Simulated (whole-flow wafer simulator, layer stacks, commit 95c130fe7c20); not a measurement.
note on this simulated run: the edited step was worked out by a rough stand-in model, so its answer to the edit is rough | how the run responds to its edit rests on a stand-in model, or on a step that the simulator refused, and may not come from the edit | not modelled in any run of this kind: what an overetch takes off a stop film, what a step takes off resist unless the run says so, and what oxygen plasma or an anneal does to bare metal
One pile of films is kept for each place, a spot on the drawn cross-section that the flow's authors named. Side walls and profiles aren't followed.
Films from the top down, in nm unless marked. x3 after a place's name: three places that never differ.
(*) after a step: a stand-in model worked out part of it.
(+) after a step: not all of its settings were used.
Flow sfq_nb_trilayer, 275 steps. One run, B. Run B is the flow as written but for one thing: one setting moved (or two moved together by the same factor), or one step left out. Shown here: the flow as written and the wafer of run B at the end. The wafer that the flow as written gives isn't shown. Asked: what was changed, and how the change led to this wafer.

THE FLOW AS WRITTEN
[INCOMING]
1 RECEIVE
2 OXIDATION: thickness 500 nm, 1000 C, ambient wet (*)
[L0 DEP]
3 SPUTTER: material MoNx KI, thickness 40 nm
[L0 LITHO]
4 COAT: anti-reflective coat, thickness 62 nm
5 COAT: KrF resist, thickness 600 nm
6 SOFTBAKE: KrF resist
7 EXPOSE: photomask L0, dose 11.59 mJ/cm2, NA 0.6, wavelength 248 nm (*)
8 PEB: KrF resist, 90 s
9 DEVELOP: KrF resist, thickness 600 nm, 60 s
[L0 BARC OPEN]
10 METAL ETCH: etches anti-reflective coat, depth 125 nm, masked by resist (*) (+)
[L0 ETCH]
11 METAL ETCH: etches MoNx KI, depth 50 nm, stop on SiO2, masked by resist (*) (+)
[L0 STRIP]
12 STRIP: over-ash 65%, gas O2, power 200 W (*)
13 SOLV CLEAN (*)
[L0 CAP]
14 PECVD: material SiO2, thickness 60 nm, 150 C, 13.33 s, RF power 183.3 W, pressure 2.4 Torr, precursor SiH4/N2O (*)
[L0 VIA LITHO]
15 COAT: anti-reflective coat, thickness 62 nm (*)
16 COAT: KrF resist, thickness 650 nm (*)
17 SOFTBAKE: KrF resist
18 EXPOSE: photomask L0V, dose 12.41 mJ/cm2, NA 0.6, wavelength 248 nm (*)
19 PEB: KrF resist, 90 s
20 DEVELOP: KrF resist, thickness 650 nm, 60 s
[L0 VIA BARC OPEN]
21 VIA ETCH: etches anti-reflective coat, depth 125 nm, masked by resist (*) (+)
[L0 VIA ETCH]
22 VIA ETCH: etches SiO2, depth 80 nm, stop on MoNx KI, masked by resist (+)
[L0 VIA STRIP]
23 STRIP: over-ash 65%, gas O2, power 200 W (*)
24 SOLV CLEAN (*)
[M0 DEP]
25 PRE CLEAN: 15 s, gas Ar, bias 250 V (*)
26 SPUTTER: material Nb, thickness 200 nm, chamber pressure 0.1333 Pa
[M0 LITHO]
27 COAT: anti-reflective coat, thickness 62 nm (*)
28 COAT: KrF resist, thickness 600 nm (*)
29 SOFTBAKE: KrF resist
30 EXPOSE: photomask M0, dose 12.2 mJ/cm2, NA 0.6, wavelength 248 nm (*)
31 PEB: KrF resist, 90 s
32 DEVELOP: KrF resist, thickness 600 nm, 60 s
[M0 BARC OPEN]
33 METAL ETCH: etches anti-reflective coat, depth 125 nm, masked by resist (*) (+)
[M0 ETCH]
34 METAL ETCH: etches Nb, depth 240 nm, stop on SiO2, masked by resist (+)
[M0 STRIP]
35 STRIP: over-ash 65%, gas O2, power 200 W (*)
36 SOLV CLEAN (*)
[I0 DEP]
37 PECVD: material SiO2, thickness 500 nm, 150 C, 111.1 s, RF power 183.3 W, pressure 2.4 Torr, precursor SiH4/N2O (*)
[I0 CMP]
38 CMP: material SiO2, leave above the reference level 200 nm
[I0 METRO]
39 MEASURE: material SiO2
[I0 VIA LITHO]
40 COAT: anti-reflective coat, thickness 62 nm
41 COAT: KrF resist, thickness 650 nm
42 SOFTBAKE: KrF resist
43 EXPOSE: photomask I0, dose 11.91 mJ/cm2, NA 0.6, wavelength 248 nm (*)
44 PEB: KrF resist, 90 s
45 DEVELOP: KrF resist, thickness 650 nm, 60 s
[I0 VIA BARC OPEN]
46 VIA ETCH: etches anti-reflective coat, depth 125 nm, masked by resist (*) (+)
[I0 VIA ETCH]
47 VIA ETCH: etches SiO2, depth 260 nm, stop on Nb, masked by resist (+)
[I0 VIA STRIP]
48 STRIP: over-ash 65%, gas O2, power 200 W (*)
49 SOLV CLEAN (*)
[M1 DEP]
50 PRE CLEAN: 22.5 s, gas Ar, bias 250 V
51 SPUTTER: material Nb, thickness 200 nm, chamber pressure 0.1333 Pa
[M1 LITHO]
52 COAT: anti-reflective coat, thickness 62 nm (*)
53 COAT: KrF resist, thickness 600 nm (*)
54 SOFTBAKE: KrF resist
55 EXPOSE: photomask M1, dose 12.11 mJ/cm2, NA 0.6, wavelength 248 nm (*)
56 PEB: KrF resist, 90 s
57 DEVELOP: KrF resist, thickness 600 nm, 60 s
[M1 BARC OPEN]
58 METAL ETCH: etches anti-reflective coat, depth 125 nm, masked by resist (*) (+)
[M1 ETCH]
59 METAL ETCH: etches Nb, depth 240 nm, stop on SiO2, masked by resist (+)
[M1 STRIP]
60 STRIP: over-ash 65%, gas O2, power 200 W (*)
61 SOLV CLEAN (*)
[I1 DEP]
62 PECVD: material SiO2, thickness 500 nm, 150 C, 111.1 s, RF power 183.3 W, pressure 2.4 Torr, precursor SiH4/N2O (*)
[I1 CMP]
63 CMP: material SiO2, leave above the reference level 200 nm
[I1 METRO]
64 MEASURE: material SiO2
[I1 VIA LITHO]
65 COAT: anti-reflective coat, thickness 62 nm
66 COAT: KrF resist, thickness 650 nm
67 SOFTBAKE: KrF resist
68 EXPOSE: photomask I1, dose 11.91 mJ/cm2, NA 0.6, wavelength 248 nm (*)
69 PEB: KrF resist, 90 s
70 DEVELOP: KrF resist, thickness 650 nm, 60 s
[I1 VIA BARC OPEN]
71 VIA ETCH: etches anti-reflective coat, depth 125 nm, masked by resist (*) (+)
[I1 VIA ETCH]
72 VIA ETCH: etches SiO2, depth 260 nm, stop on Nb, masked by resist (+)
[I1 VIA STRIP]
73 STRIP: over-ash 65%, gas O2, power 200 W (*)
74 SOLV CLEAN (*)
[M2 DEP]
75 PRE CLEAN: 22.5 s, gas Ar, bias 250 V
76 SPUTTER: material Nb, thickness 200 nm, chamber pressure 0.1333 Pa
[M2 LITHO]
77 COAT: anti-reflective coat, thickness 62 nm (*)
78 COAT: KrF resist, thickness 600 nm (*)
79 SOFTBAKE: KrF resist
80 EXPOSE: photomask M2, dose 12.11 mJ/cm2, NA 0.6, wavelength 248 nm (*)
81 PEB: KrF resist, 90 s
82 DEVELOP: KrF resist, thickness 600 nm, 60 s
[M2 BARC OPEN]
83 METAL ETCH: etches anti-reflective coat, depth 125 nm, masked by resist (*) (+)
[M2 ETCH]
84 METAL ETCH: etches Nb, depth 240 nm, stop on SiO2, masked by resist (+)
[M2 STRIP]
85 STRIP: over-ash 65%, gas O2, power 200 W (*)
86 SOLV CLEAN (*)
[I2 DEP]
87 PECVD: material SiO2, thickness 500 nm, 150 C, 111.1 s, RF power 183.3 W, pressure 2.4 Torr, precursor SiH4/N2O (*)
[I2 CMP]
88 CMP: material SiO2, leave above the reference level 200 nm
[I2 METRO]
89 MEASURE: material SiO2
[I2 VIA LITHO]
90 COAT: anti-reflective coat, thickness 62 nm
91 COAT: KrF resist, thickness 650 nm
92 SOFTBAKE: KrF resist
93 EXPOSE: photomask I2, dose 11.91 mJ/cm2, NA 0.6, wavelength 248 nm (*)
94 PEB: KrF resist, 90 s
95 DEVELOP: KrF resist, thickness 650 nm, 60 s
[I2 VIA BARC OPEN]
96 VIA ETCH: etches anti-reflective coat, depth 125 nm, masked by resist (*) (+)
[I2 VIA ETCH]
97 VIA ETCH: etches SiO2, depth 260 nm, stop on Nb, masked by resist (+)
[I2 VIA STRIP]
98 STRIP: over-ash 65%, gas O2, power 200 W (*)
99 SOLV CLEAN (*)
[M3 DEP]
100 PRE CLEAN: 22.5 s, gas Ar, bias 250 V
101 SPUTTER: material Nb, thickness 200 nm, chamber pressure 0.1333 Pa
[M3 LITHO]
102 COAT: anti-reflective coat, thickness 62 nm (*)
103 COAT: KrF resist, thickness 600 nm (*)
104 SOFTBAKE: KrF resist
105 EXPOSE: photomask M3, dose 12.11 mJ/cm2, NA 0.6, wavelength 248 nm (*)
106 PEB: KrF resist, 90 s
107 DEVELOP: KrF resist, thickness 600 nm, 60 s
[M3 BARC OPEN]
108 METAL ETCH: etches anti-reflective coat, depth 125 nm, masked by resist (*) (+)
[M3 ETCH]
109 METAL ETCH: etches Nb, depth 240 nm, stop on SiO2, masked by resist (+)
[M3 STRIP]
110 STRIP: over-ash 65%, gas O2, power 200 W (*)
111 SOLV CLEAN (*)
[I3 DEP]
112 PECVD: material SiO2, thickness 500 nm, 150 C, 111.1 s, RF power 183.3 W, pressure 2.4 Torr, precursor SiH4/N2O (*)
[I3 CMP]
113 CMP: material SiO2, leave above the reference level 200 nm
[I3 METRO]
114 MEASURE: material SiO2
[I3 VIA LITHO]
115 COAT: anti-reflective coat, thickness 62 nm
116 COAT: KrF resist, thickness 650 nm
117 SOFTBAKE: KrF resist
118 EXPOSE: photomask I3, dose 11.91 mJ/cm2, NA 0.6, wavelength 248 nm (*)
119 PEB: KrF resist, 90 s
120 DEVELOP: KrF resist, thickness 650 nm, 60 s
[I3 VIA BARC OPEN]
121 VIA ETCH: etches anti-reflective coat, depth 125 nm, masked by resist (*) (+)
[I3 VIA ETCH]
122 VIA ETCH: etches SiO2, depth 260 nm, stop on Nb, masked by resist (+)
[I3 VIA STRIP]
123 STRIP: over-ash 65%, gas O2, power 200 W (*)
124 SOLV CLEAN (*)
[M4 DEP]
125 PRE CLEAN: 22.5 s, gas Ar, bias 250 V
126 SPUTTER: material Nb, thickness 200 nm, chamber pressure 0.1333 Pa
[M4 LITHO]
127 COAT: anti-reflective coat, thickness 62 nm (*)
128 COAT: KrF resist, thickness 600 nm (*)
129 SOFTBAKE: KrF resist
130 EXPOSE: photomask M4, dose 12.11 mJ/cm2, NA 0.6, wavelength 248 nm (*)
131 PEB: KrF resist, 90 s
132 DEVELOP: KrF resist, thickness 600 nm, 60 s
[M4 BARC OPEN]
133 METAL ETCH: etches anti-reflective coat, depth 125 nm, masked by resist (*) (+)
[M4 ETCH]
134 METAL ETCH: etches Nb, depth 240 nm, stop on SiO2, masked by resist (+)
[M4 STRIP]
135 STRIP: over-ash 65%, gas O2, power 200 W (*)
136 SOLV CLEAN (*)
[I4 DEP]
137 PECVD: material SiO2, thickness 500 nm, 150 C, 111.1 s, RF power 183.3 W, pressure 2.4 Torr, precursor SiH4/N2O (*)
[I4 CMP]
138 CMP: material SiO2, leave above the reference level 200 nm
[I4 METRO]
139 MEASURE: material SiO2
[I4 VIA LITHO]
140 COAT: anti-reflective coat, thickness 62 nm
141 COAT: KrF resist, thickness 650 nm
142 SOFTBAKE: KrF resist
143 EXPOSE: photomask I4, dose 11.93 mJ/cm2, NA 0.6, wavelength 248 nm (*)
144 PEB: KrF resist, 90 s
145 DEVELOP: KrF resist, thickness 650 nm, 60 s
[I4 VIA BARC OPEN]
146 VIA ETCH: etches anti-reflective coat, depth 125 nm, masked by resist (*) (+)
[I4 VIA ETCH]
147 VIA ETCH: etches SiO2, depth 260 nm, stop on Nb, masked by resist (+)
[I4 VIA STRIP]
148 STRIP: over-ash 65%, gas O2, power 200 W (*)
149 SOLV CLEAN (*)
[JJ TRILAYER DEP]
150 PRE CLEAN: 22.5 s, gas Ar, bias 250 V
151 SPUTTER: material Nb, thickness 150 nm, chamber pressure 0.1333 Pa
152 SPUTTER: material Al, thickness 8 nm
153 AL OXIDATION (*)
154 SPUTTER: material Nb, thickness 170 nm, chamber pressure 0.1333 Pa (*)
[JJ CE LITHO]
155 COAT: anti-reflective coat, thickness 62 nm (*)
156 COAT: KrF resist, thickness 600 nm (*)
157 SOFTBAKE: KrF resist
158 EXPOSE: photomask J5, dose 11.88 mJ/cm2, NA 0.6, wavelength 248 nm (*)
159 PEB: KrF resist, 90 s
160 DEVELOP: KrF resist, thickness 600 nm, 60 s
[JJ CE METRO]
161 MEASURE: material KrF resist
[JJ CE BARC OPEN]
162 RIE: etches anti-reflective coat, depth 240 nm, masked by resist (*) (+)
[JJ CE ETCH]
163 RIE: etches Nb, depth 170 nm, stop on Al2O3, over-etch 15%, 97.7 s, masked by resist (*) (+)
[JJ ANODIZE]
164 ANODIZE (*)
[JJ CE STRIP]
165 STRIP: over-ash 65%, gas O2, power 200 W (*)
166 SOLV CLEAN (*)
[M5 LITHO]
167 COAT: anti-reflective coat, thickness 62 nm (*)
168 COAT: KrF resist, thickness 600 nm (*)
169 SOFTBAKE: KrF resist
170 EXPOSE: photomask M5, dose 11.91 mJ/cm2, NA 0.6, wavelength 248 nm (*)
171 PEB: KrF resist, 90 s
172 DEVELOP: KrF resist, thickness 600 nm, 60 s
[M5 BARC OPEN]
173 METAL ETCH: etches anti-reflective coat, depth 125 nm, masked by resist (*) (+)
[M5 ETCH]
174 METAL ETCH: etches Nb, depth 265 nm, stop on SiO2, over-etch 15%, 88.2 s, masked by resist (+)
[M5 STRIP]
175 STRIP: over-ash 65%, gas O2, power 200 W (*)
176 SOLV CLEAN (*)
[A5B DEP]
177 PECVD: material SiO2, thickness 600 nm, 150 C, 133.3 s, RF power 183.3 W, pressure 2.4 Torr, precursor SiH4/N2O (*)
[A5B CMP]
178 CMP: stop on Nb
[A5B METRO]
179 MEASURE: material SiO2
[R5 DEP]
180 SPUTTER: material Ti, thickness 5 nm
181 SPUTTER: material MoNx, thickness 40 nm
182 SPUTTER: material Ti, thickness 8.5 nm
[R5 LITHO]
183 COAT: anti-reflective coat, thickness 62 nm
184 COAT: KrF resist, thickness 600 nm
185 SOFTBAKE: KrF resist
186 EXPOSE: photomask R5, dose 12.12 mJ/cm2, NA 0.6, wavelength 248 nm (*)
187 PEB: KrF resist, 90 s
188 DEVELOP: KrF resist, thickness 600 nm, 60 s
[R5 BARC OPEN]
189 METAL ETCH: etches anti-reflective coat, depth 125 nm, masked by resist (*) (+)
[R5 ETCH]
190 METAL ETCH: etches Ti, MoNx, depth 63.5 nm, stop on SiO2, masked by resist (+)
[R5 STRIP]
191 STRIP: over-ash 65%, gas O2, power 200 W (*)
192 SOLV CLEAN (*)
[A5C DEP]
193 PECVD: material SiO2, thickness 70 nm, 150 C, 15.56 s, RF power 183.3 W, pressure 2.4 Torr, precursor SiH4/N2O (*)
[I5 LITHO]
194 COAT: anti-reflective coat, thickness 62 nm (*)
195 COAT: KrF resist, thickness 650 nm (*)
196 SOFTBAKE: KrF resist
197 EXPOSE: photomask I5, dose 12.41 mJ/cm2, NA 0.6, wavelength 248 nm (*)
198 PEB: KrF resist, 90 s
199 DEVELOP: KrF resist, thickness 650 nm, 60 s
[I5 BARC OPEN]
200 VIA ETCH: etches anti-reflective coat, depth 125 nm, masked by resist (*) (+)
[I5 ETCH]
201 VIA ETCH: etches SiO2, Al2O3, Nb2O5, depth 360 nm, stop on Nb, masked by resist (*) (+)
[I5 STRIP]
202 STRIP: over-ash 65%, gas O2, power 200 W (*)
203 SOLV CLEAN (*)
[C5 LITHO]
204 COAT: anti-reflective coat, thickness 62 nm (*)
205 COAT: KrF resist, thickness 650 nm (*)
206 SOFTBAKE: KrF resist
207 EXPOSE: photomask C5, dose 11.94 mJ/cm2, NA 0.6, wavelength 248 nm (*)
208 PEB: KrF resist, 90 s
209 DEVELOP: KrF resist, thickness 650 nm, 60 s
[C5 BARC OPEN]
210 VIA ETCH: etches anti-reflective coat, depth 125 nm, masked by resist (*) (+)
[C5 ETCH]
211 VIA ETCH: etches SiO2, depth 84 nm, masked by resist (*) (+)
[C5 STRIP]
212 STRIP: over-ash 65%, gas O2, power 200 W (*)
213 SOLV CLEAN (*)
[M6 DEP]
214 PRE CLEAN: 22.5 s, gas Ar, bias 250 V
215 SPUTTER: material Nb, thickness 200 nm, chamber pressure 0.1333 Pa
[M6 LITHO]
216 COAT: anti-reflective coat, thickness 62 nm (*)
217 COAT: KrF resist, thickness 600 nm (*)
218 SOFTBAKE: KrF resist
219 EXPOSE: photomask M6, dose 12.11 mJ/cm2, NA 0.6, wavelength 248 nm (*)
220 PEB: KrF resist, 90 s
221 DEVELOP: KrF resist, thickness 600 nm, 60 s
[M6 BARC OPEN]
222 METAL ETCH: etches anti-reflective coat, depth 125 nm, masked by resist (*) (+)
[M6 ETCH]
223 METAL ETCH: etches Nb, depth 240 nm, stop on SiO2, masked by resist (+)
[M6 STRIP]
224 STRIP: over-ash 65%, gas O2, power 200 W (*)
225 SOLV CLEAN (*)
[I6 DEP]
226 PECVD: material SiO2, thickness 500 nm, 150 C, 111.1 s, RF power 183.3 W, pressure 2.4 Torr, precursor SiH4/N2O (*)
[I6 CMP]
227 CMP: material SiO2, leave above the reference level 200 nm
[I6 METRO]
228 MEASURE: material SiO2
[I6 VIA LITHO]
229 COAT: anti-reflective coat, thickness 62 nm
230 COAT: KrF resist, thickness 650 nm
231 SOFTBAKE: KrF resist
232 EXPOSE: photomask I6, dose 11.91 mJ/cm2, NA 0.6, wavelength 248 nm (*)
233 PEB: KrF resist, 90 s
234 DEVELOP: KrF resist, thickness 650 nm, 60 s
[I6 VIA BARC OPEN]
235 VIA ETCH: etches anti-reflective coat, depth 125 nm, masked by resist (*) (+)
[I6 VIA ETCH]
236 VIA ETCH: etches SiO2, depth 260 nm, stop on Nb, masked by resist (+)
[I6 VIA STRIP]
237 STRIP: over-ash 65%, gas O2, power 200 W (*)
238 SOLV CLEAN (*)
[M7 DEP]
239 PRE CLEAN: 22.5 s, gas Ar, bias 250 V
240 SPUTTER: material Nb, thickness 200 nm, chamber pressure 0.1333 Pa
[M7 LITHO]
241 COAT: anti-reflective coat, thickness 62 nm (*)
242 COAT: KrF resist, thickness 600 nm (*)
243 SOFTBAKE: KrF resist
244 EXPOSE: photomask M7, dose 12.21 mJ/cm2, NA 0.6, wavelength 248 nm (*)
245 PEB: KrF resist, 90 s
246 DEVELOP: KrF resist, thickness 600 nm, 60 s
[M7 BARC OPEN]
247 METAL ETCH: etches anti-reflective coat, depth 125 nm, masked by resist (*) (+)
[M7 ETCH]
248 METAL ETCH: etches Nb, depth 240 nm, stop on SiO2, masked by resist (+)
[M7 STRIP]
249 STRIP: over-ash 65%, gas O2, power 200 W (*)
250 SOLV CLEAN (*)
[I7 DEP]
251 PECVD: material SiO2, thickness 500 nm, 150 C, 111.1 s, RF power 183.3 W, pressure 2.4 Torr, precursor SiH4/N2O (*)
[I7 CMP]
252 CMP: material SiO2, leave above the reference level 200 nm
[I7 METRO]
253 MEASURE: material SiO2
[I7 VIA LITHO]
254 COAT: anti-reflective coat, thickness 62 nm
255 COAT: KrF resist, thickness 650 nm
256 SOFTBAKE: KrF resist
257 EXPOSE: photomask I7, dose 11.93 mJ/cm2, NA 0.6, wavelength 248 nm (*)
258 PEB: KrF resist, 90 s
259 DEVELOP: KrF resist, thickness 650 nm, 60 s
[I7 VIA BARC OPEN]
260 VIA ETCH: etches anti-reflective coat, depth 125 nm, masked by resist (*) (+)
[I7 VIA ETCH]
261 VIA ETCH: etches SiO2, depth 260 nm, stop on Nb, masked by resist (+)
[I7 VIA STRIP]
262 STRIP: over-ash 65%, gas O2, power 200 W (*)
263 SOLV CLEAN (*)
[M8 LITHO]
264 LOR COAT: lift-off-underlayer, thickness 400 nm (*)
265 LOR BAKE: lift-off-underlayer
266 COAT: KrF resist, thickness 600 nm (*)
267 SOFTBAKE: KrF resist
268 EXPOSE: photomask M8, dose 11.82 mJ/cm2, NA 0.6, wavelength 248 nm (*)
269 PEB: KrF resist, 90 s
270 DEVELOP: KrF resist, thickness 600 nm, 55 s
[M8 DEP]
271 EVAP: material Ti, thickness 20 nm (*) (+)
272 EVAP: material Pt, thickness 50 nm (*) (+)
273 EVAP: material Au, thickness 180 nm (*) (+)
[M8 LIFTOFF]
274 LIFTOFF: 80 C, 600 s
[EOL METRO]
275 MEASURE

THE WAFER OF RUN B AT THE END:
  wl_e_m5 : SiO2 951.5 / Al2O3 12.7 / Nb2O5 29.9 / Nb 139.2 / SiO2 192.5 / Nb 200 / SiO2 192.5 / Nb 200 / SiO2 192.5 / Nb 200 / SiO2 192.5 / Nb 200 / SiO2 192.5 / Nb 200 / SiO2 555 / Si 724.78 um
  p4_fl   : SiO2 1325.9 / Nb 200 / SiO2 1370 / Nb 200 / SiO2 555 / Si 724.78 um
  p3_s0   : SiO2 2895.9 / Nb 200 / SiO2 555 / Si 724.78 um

The cause: step 251, PECVD: thickness 350 nm was run, where the flow has thickness 500 nm; step 251, PECVD: 77.78 s was run, where the flow has 111.1 s.

How the change led to this, step by step:
  251 PECVD: material SiO2, thickness 500 nm, 150 C, 111.1 s, RF power 183.3 W, pressure 2.4 Torr, precursor SiH4/N2O (*)
      field_l, p4_fl, p4_fm and 56 more: SiO2 +350 (as written it would be: SiO2 +500)
      v_sur, via_wl, via_w and 37 more: SiO2 +350 (new film) (as written it would be: SiO2 +500 (new film))
      (and at 7 more places)
  252 CMP: material SiO2, leave above the reference level 200 nm
      field_l, p4_fl, p4_fm and 56 more: nothing (as written it would be: SiO2 -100)
      field_r, lsp_l: nothing (as written it would be: SiO2 -77.7)
      (and at 45 more places)
  254 COAT: anti-reflective coat, thickness 62 nm
      be, be_sur, gap, sp_r, be_r, r_sur: anti-reflective coat +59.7 (new film) (as written it would be: anti-reflective coat +62 (new film))
      m0r_line_l, m0r_line_r, m5r_line_l, m5r_line_r, m6r_line_l, m6r_line_r: anti-reflective coat +63.4 (new film) (as written it would be: anti-reflective coat +62 (new film))
      (and at 71 more places)
  255 COAT: KrF resist, thickness 650 nm
      lsp_m, ln_m6: KrF resist +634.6 (new film) (as written it would be: KrF resist +650 (new film))
      v_sur: KrF resist +635 (new film) (as written it would be: KrF resist +650 (new film))
      (and at 11 more places)
  259 DEVELOP: KrF resist, thickness 650 nm, 60 s
      via_wl: KrF resist -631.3 (all of it) (as written it would be: KrF resist -648.6 (all of it))
      via_w: KrF resist -634.5 (all of it) (as written it would be: KrF resist -648.6 (all of it))
  260 VIA ETCH: etches anti-reflective coat, depth 125 nm, masked by resist (*) (+)
      field_l, v_sur, via_sp and 100 more: KrF resist -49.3 (as written it would be: KrF resist -51.7)
      via_wl, via_w: anti-reflective coat -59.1 (all of it), SiO2 -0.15 (as written it would be: anti-reflective coat -62 (all of it), SiO2 -0.16)
      (and at 1 more place)
  262 STRIP: over-ash 65%, gas O2, power 200 W (*)
      m0r_line_l, m0r_line_r, m6r_line_l, m6r_line_r: KrF resist -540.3 (all of it), anti-reflective coat -63.4 (all of it) (as written it would be: KrF resist -528.6 (all of it), anti-reflective coat -62 (all of it))
      jj_sur, c5j, ce_r: KrF resist -522 (all of it), anti-reflective coat -59.8 (all of it) (as written it would be: KrF resist -528.6 (all of it), anti-reflective coat -62 (all of it))
      (and at 73 more places)
  264 LOR COAT: lift-off-underlayer, thickness 400 nm (*)
      m0r_line_l, m0r_line_r, m6r_line_l, m6r_line_r: lift-off-underlayer +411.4 (new film) (as written it would be: lift-off-underlayer +400 (new film))
      m5r_linepad_l, m5r_linepad_r, r5r_line_l: lift-off-underlayer +417.8 (new film) (as written it would be: lift-off-underlayer +400 (new film))
      (and at 59 more places)
  270 DEVELOP: KrF resist, thickness 600 nm, 55 s
      field_l: KrF resist -599.2 (all of it), lift-off-underlayer -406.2 (all of it) (as written it would be: KrF resist -593.7 (all of it), lift-off-underlayer -388.2 (all of it))
      v_sur: KrF resist -601.1 (all of it), lift-off-underlayer -352.5 (all of it) (as written it would be: KrF resist -607.3 (all of it), lift-off-underlayer -369.4 (all of it))
      (and at 8 more places)
  274 LIFTOFF: 80 C, 600 s
      wl_d_m1, wl_d_sr: Au -180 (all of it), Pt -50 (all of it), Ti -20 (all of it), KrF resist -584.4 (all of it), lift-off-underlayer -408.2 (all of it) (as written it would be: Au -180 (all of it), Pt -50 (all of it), Ti -20 (all of it), KrF resist -576.2 (all of it), lift-off-underlayer -400 (all of it))
      m0r_line_l, m6r_line_l: Au -180 (all of it), Pt -50 (all of it), Ti -20 (all of it), KrF resist -580.2 (all of it), lift-off-underlayer -411.4 (all of it) (as written it would be: Au -180 (all of it), Pt -50 (all of it), Ti -20 (all of it), KrF resist -576.2 (all of it), lift-off-underlayer -400 (all of it))
      (and at 52 more places)
